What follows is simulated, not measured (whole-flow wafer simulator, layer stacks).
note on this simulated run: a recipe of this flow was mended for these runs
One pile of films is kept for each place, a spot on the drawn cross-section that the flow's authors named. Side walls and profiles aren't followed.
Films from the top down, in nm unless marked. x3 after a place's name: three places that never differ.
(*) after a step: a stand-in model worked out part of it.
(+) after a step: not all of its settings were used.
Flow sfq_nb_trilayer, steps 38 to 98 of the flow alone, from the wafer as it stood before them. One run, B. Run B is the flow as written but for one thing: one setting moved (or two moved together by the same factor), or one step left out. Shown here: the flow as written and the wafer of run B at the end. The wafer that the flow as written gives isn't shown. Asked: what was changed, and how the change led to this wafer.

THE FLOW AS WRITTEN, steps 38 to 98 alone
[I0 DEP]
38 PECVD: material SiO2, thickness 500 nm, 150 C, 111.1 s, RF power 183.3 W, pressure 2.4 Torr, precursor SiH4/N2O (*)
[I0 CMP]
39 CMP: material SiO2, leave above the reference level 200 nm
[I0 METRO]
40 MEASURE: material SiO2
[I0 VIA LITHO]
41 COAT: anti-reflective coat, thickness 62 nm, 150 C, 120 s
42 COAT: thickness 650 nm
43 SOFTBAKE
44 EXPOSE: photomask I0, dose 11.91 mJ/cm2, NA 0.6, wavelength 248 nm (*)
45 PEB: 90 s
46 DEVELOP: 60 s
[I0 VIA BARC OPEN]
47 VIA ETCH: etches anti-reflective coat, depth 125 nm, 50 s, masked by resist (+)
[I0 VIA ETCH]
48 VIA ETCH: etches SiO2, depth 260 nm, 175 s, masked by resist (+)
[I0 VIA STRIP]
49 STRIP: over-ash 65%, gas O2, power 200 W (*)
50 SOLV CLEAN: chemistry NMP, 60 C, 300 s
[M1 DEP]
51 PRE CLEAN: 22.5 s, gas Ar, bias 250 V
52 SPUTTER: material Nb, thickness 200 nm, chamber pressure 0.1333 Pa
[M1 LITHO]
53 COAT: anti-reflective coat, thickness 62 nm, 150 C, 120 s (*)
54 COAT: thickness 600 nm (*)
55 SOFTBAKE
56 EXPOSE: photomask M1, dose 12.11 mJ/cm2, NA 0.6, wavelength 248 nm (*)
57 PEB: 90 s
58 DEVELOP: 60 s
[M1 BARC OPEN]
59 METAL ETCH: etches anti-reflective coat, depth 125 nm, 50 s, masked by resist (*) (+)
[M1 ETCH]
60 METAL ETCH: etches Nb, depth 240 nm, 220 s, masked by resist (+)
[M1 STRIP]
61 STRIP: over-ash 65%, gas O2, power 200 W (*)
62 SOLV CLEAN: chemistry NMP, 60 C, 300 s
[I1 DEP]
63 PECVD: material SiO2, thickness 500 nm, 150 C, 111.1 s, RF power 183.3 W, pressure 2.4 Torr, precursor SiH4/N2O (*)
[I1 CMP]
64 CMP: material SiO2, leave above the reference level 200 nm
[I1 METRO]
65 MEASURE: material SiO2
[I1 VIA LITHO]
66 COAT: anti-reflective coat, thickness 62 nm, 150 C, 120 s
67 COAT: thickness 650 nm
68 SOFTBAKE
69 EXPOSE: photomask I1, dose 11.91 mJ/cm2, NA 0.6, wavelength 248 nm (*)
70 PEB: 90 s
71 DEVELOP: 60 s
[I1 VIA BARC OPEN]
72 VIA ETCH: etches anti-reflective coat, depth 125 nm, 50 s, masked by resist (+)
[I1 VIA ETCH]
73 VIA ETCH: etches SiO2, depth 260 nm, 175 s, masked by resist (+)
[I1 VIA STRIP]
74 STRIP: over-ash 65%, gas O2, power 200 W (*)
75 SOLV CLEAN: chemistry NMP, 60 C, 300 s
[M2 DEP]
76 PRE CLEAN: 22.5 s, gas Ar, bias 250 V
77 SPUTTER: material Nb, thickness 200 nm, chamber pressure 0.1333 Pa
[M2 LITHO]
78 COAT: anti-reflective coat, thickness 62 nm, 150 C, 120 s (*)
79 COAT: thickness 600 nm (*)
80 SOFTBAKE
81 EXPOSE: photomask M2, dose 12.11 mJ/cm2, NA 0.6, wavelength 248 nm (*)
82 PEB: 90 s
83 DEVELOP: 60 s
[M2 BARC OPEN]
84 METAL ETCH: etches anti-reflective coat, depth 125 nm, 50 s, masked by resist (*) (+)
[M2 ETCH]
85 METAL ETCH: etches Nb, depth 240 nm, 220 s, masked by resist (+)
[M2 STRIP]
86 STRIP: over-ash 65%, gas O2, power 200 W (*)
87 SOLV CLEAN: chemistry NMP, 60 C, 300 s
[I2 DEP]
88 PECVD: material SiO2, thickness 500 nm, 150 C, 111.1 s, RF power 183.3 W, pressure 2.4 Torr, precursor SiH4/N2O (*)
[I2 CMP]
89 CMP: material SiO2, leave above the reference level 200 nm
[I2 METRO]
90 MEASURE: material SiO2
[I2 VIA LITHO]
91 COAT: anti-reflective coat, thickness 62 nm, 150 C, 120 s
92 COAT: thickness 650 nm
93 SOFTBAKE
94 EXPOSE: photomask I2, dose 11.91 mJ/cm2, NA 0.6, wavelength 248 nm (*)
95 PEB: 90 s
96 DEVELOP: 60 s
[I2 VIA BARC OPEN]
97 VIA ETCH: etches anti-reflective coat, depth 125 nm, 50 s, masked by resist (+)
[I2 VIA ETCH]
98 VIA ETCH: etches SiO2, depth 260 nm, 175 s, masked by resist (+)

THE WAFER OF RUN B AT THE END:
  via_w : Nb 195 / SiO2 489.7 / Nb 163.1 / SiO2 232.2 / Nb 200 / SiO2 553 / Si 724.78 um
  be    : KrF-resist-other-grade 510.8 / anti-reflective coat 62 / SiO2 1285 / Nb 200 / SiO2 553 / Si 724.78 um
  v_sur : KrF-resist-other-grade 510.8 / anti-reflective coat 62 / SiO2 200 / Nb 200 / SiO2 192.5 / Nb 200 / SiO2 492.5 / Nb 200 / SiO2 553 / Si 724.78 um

The cause: step 39, CMP: material SiO2, leave above the reference level 200 nm, was left out.

How the change led to this, step by step:
  41 COAT: anti-reflective coat, thickness 62 nm, 150 C, 120 s
      via_v, be, be_sur, gap: anti-reflective coat +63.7 (new film) (as written it would be: anti-reflective coat +62 (new film))
      l0r_line_l x3: anti-reflective coat +57.2 (new film) (as written it would be: anti-reflective coat +62 (new film))
      (and at 25 more places)
  42 COAT: thickness 650 nm
      m0r_line_l, m0r_line_r: KrF-resist-other-grade +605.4 (new film) (as written it would be: KrF-resist-other-grade +650 (new film))
      m0r_space_l, m0r_space_r: KrF-resist-other-grade +681.8 (new film) (as written it would be: KrF-resist-other-grade +650 (new film))
      (and at 3 more places)
  47 VIA ETCH: etches anti-reflective coat, depth 125 nm, 50 s, masked by resist (+)
      via_w: anti-reflective coat -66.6 (all of it), SiO2 -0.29 (as written it would be: anti-reflective coat -62 (all of it), SiO2 -0.31)
  48 VIA ETCH: etches SiO2, depth 260 nm, 175 s, masked by resist (+)
      via_w: SiO2 -260 (as written it would be: SiO2 -199.7 (all of it), Nb -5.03)
  49 STRIP: over-ash 65%, gas O2, power 200 W (*)
      l0r_line_l x3: KrF-resist-other-grade -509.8 (all of it), anti-reflective coat -57.2 (all of it) (as written it would be: KrF-resist-other-grade -510.8 (all of it), anti-reflective coat -62 (all of it))
      m0r_line_l, m0r_line_r: KrF-resist-other-grade -466.4 (all of it), anti-reflective coat -48 (all of it) (as written it would be: KrF-resist-other-grade -510.8 (all of it), anti-reflective coat -62 (all of it))
      (and at 26 more places)
  51 PRE CLEAN: 22.5 s, gas Ar, bias 250 V
      via_w: SiO2 -7.5 (as written it would be: Nb -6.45)
  52 SPUTTER: material Nb, thickness 200 nm, chamber pressure 0.1333 Pa
      via_w: Nb +163.1 (new film) (as written it would be: Nb +172.8)
      moat: Nb +177.8 (new film) (as written it would be: Nb +200 (new film))
      (and at 1 more place)
  53 COAT: anti-reflective coat, thickness 62 nm, 150 C, 120 s (*)
      l0r_line_l x3: anti-reflective coat +57.3 (new film) (as written it would be: anti-reflective coat +62 (new film))
      m0r_line_l, m0r_line_r: anti-reflective coat +48.1 (new film) (as written it would be: anti-reflective coat +62 (new film))
      (and at 27 more places)
  54 COAT: thickness 600 nm (*)
      m0r_line_l, m0r_line_r: KrF-resist-other-grade +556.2 (new film) (as written it would be: KrF-resist-other-grade +600 (new film))
      m0r_space_l, m0r_space_r: KrF-resist-other-grade +631.3 (new film) (as written it would be: KrF-resist-other-grade +600 (new film))
      (and at 4 more places)
  58 DEVELOP: 60 s
      m0r_line_l, m0r_line_r: KrF-resist-other-grade -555 (all of it) (as written it would be: KrF-resist-other-grade -598.7 (all of it))
      m0r_space_l, m0r_space_r: KrF-resist-other-grade -630 (all of it) (as written it would be: KrF-resist-other-grade -598.7 (all of it))
      (and at 3 more places)
  59 METAL ETCH: etches anti-reflective coat, depth 125 nm, 50 s, masked by resist (*) (+)
      moat: anti-reflective coat -125 (as written it would be: anti-reflective coat -62.3 (all of it))
      l0r_line_l x3: anti-reflective coat -57.3 (all of it) (as written it would be: anti-reflective coat -62 (all of it))
      (and at 22 more places)
  60 METAL ETCH: etches Nb, depth 240 nm, 220 s, masked by resist (+)
      moat: anti-reflective coat -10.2 (all of it), Nb -177.8 (all of it), SiO2 -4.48 (as written it would be: Nb -200 (all of it), SiO2 -4)
      l0v: Nb -194.6 (all of it), SiO2 -4.54 (as written it would be: Nb -200 (all of it), SiO2 -4)
  61 STRIP: over-ash 65%, gas O2, power 200 W (*)
      v_sur: KrF-resist-other-grade -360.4 (all of it), anti-reflective coat -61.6 (all of it) (as written it would be: KrF-resist-other-grade -361.9 (all of it), anti-reflective coat -45.6 (all of it))
      via_wl: KrF-resist-other-grade -384.8 (all of it), anti-reflective coat -23.2 (all of it) (as written it would be: KrF-resist-other-grade -382.3 (all of it), anti-reflective coat -16.2 (all of it))
      (and at 4 more places)
  63 PECVD: material SiO2, thickness 500 nm, 150 C, 111.1 s, RF power 183.3 W, pressure 2.4 Torr, precursor SiH4/N2O (*)
      via_w: SiO2 +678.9 (new film) (as written it would be: SiO2 +612.8 (new film))
  64 CMP: material SiO2, leave above the reference level 200 nm
      moat, m0r_space_l, m0r_space_r: nothing (as written it would be: SiO2 -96)
      field_l, l0r_line_l x3: SiO2 -138 (as written it would be: SiO2 -96)
      (and at 2 more places)
  66 COAT: anti-reflective coat, thickness 62 nm, 150 C, 120 s
      m0r_space_l, m0r_space_r: anti-reflective coat +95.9 (new film) (as written it would be: anti-reflective coat +62 (new film))
      res: anti-reflective coat +59.9 (new film) (as written it would be: anti-reflective coat +62 (new film))
      (and at 6 more places)
  ... 3 more steps ...
  89 CMP: material SiO2, leave above the reference level 200 nm
      m0r_space_l, m0r_space_r: SiO2 -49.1 (as written it would be: SiO2 -96)
      moat: SiO2 -48.8 (as written it would be: SiO2 -96)
Counting metal films that touch as one body, via_w has 3 bodies (between them, from the top down: SiO2 489.7; SiO2 232.2); the flow as written gives 2 bodies (between them, from the top down: SiO2 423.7).
